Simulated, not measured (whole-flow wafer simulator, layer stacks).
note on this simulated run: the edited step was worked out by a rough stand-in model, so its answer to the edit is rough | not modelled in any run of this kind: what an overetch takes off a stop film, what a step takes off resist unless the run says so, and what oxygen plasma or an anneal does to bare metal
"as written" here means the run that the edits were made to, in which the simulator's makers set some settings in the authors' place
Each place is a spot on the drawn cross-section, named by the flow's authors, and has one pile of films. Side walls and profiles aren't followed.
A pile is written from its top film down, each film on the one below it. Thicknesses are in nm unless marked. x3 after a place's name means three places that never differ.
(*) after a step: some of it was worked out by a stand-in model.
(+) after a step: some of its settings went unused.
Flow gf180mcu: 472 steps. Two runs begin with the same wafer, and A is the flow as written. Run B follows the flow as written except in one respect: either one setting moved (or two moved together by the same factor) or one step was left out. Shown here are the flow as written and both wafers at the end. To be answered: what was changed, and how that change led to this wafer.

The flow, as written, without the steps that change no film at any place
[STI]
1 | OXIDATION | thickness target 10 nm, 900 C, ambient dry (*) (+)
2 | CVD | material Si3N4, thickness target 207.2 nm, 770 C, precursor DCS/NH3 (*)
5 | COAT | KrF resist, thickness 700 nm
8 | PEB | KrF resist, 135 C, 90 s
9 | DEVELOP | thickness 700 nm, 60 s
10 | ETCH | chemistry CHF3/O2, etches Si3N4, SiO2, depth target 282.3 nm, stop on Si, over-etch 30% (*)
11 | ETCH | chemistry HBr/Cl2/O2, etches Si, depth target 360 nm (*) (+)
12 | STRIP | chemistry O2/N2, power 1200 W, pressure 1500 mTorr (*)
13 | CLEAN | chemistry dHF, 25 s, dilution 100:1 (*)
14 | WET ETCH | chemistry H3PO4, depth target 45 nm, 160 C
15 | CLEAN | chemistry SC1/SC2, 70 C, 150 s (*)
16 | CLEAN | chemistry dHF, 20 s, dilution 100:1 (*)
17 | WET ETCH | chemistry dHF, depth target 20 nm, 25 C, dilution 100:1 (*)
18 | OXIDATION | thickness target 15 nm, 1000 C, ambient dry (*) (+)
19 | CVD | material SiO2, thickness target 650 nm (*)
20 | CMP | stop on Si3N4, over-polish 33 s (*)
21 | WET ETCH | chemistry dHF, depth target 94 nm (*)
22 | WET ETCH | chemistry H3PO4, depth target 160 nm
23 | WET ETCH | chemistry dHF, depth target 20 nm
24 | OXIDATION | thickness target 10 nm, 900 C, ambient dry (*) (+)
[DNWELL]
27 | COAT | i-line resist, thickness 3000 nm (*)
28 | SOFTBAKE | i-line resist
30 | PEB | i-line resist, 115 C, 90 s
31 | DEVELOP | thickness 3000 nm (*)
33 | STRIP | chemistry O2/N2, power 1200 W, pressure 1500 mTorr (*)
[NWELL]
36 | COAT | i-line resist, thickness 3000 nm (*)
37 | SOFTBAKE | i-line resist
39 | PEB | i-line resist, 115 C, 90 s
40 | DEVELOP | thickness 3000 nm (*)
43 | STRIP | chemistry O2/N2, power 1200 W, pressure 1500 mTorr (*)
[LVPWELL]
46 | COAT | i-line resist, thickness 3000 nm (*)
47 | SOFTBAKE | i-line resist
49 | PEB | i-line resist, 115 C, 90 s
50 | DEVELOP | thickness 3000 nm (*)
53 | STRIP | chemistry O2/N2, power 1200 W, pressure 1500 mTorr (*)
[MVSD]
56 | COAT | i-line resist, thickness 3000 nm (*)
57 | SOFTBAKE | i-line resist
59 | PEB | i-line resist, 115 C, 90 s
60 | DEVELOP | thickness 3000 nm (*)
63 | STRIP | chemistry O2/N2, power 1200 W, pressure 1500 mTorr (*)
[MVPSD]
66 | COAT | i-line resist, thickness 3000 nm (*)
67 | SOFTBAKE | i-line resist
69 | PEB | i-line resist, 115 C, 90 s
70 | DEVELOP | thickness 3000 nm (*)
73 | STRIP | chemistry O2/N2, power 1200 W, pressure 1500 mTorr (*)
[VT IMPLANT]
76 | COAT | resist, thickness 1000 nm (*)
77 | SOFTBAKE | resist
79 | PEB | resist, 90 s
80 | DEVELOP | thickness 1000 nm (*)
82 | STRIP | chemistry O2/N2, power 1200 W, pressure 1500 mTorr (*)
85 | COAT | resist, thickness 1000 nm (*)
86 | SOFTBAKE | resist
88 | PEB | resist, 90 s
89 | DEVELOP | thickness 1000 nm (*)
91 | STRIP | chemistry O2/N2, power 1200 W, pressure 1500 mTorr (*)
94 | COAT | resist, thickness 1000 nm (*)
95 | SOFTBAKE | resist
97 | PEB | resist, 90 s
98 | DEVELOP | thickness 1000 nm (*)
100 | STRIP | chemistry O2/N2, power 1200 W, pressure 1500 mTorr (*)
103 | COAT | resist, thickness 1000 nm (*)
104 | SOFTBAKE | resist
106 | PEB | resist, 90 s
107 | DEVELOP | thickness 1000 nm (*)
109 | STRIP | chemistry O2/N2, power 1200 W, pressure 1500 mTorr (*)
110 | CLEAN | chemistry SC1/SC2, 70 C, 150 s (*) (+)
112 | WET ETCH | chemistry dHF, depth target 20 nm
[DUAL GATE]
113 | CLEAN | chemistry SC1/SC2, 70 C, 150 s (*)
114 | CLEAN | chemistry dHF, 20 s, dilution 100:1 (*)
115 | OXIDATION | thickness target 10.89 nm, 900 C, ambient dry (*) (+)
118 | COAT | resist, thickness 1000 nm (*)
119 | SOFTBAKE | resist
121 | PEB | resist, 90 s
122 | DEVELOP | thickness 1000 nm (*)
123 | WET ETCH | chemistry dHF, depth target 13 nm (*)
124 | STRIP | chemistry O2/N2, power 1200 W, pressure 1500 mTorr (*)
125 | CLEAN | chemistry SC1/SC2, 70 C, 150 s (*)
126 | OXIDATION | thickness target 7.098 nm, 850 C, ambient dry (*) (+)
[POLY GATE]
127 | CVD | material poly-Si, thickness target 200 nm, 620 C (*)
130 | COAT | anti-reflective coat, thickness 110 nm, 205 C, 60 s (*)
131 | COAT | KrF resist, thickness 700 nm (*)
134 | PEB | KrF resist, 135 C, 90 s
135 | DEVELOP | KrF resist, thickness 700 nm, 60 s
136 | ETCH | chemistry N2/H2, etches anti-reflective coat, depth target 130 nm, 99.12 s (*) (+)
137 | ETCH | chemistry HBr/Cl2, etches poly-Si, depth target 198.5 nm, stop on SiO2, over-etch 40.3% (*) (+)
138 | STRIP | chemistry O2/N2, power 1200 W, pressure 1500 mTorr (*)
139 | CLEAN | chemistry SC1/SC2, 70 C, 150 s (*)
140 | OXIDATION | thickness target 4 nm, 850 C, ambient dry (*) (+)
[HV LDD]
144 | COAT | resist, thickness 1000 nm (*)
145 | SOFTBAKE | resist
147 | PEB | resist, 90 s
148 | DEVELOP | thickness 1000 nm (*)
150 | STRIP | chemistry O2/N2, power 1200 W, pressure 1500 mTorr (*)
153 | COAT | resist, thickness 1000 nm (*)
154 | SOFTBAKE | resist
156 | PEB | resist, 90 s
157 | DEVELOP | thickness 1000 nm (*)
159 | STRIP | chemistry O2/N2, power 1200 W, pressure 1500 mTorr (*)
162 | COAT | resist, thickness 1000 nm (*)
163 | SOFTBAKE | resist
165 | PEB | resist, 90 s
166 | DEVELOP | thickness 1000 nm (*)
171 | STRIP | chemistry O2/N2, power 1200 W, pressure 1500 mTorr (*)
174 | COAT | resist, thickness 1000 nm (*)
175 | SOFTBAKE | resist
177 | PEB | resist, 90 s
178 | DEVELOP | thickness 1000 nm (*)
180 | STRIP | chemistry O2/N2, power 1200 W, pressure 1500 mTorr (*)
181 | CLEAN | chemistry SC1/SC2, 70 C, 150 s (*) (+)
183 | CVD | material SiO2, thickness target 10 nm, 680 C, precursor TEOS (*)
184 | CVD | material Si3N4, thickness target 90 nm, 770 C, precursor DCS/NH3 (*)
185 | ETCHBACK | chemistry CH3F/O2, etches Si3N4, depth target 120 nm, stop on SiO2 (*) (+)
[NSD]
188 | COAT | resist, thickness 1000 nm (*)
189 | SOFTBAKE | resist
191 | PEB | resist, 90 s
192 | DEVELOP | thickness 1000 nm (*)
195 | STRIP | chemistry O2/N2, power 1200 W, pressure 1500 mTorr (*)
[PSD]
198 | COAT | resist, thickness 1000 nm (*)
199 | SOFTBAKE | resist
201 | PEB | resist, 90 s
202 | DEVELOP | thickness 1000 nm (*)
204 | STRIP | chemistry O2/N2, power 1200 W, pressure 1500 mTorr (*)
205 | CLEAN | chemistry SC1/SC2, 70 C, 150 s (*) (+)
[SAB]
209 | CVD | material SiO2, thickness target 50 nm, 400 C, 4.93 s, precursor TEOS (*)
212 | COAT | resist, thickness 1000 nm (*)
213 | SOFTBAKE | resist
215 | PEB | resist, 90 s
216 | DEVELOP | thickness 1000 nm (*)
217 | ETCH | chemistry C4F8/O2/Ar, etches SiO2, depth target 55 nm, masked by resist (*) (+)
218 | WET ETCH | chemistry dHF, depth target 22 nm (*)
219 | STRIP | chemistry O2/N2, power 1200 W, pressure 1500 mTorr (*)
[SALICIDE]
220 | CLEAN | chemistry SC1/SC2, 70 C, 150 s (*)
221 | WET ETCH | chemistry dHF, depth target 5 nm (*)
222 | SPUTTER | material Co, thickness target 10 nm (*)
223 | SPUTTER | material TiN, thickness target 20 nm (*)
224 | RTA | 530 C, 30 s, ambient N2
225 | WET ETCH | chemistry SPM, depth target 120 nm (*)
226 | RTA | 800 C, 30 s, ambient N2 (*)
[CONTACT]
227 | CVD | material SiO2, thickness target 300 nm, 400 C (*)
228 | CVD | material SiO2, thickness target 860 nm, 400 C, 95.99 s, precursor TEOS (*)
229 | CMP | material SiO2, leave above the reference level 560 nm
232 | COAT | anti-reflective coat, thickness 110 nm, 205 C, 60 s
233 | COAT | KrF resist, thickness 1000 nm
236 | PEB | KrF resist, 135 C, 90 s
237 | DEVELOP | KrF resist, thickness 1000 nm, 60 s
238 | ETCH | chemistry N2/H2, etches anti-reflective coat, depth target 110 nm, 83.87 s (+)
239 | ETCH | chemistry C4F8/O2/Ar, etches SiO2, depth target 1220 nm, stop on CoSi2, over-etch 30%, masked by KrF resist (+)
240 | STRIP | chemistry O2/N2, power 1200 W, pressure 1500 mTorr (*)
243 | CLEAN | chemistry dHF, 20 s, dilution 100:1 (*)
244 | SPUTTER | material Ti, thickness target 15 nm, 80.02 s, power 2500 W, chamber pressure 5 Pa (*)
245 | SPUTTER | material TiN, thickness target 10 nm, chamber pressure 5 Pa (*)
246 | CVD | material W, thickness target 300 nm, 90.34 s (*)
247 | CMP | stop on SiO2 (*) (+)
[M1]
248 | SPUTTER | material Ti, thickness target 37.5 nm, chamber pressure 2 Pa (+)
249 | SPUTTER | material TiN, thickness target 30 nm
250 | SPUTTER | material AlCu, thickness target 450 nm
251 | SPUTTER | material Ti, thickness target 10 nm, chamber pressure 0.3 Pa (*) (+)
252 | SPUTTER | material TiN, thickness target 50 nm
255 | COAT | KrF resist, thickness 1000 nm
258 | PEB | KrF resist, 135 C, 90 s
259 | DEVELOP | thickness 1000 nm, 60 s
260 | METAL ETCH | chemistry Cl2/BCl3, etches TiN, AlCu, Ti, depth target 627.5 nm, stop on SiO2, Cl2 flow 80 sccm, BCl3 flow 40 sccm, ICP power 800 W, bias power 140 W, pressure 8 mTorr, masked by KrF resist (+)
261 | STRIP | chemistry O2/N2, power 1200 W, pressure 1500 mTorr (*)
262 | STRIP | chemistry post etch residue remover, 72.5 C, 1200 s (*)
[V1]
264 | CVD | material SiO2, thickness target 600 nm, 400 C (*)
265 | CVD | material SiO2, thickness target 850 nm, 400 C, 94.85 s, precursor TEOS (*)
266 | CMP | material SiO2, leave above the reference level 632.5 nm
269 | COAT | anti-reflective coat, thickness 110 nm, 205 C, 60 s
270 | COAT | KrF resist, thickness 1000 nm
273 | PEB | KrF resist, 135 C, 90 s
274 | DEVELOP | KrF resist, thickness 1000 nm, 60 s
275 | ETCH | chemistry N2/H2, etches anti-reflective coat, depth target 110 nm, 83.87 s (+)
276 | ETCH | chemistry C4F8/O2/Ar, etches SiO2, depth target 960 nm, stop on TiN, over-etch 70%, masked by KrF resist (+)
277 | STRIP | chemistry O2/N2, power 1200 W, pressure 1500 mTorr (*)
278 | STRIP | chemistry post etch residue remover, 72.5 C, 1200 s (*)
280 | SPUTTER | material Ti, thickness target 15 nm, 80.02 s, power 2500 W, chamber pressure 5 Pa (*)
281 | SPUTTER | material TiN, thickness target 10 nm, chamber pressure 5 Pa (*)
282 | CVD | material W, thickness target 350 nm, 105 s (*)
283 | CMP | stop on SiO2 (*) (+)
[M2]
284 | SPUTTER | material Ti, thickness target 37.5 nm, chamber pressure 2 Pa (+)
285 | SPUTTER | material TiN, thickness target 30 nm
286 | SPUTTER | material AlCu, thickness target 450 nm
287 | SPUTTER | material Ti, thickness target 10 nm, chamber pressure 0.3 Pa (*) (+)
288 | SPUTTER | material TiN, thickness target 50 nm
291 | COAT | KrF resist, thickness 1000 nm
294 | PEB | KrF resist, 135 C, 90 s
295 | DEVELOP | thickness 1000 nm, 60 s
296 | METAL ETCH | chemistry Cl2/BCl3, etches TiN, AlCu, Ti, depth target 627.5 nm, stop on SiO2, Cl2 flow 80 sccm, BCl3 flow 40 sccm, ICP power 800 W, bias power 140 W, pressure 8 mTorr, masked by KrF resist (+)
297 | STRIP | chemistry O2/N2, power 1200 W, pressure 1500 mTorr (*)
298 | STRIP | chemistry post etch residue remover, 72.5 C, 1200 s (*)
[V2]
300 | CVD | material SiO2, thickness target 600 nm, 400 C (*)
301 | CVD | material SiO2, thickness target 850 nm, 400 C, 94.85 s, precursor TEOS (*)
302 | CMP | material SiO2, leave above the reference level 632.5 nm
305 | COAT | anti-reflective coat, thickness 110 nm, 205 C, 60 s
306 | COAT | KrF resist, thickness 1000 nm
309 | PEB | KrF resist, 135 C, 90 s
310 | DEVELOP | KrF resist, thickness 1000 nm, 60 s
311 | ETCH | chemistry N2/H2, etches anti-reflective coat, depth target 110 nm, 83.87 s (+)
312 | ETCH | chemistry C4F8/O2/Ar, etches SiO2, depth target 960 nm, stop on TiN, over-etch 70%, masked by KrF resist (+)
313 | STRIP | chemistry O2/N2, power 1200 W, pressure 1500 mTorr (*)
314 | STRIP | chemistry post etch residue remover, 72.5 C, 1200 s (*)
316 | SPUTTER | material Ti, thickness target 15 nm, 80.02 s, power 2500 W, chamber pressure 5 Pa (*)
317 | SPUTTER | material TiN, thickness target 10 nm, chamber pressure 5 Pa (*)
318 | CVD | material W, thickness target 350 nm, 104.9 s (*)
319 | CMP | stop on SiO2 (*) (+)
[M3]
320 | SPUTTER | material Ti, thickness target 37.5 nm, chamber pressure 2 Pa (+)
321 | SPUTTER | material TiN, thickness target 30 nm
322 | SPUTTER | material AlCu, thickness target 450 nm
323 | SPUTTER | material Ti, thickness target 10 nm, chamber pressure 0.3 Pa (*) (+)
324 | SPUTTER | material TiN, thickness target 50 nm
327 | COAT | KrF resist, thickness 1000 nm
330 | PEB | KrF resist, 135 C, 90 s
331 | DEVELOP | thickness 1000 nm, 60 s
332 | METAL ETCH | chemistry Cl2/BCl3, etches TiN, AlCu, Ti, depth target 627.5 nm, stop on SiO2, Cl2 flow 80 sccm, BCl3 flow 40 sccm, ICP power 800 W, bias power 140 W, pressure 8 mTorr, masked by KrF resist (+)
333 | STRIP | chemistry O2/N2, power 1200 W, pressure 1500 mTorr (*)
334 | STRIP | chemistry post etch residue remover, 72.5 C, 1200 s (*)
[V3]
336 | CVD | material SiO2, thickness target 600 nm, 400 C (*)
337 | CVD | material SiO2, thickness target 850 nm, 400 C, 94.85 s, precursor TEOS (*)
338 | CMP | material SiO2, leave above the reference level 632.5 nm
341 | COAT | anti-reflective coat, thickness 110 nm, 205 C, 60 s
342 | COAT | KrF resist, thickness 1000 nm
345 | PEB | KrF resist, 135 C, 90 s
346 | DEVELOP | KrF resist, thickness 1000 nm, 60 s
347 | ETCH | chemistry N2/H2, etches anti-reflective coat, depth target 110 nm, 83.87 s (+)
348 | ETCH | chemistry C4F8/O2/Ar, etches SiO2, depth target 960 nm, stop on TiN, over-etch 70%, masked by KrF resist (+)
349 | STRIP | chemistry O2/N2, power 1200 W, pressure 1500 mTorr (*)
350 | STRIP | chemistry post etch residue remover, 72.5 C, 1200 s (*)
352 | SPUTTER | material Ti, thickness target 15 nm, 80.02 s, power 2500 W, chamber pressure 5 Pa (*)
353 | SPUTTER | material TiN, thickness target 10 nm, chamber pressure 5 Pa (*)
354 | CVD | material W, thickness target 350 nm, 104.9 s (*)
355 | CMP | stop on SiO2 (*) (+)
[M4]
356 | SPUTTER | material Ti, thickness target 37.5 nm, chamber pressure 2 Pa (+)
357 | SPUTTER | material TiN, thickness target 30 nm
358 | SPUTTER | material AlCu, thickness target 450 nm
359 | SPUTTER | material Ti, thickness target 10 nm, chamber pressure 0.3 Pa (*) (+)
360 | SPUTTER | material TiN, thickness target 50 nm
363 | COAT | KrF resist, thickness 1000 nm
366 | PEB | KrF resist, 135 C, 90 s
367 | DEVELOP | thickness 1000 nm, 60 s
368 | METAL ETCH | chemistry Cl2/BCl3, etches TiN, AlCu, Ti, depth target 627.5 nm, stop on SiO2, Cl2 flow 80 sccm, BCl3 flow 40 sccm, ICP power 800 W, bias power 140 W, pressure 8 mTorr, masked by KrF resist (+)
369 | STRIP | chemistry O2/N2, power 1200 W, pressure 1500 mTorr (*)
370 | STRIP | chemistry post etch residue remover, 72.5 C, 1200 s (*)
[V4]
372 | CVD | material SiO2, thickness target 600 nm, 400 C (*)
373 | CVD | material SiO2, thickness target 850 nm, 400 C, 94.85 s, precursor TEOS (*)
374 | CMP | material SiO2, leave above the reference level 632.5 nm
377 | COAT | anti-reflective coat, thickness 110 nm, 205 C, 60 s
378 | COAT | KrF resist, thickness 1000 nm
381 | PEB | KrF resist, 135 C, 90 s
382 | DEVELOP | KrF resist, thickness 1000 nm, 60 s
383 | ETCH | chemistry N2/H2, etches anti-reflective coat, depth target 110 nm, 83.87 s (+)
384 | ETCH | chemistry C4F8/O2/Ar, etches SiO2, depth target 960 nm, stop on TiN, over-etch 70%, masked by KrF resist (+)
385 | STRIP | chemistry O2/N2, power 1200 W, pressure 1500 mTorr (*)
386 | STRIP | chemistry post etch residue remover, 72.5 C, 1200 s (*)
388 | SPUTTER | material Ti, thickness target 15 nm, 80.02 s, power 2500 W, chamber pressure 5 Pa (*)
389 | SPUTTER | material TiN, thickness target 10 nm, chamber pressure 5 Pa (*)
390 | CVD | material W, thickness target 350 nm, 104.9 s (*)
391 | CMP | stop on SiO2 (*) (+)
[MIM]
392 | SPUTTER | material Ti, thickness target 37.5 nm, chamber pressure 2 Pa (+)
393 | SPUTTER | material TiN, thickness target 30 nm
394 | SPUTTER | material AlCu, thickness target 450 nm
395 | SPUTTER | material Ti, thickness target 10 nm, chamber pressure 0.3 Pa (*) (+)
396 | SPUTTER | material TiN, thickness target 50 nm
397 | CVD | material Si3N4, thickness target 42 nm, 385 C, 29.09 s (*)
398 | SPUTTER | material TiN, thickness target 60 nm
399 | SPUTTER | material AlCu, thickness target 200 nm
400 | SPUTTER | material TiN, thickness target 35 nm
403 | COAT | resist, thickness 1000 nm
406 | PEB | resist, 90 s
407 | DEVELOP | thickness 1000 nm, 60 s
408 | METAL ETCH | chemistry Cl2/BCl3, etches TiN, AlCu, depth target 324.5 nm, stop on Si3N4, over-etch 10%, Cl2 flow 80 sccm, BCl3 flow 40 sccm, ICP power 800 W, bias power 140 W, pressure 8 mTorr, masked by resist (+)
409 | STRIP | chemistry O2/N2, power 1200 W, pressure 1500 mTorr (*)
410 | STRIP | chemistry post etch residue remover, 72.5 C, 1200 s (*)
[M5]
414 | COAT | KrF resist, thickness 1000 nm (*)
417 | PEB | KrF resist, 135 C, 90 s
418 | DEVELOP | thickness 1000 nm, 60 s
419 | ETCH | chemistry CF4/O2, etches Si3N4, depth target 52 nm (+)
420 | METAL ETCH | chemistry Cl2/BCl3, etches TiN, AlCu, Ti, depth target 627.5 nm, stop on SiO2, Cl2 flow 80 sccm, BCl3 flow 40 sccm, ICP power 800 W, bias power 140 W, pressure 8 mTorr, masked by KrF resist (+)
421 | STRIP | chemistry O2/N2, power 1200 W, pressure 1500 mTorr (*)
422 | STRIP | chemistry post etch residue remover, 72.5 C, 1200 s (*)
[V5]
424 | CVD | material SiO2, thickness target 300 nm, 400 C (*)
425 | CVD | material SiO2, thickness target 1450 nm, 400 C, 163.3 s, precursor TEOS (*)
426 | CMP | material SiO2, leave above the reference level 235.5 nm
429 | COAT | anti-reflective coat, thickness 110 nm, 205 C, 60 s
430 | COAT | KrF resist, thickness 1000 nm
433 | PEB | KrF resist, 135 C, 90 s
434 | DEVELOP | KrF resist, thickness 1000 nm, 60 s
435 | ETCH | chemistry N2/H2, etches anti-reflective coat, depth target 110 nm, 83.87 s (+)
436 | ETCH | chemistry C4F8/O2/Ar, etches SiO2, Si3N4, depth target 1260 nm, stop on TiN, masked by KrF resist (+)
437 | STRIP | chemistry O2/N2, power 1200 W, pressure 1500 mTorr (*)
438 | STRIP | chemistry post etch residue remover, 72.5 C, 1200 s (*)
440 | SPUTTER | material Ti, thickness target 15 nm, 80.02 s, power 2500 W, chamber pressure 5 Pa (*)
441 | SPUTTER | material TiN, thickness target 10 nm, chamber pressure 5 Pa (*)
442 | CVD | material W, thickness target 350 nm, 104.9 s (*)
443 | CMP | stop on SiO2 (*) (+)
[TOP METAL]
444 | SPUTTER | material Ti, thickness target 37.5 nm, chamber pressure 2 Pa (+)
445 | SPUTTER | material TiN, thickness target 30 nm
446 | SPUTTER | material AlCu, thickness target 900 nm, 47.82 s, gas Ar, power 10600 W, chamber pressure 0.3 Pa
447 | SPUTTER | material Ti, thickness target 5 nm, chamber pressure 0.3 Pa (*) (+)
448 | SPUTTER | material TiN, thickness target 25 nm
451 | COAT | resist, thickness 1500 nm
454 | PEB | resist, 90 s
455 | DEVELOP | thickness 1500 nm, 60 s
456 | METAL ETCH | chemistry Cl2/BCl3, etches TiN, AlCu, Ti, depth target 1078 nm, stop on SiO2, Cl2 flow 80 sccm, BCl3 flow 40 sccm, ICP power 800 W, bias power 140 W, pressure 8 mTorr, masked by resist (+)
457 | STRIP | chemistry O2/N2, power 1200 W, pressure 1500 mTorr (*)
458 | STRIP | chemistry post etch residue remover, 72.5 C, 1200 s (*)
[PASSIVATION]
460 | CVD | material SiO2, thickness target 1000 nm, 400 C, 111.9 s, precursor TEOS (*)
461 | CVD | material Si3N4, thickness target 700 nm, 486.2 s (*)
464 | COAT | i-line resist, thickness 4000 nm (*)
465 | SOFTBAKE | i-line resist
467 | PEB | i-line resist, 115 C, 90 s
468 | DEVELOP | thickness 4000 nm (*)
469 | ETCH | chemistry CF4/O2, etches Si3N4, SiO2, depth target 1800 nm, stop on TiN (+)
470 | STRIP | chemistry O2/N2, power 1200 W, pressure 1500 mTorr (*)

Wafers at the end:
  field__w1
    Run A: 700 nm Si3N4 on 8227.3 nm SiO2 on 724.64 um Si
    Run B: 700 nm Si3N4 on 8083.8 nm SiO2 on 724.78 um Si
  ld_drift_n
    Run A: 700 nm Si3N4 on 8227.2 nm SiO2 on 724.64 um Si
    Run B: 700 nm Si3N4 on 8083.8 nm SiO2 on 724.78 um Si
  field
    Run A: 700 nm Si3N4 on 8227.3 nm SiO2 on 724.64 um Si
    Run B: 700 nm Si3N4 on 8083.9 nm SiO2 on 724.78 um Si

The reason: step 11, ETCH: depth target 216 nm was run, though the flow has depth target 360 nm.

The path from the change to this, step by step:
  11 | ETCH | chemistry HBr/Cl2/O2, etches Si, depth target 360 nm (*) (+)
      active, n_well, p_well and 40 more: A -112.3 KrF resist | B -64.3 KrF resist
      field, field_sub, sti and 34 more: A -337 Si | B -193 Si
  12 | STRIP | chemistry O2/N2, power 1200 W, pressure 1500 mTorr (*)
      active, n_well, p_well and 40 more: A -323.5 KrF resist (all of it) | B -371.5 KrF resist (all of it)
  19 | CVD | material SiO2, thickness target 650 nm (*)
      m1, ld_fp_n, ld_drift_n and 8 more: A +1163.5 SiO2 | B +1019.5 SiO2
  20 | CMP | stop on Si3N4, over-polish 33 s (*)
      sti, mim_1p0, pad and 11 more: A -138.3 SiO2 | B -282.3 SiO2
      nw_enc_fld, nw_enc_fld_lv: A -142.4 SiO2 | B -286.3 SiO2
      (as well as at 10 more places)
  115 | OXIDATION | thickness target 10.89 nm, 900 C, ambient dry (*) (+)
      sti, mim_1p0, pad and 19 more: A +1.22 SiO2, -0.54 Si | B +1.73 SiO2, -0.76 Si
      field, field__w1, field__w2, field__w3, field__w6, field__w12: A +1.25 SiO2, -0.55 Si | B +1.79 SiO2, -0.79 Si
      (as well as at 21 more places)
  189 | SOFTBAKE | resist
      field__w9: A +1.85 resist | B -1.05 resist
      active_hv: A +0.78 resist | B +0.19 resist
      (as well as at 1 more place)
  199 | SOFTBAKE | resist
      field__w9: A +1.85 resist | B -1.05 resist
      active_hv: A +0.78 resist | B +0.19 resist
      (as well as at 1 more place)
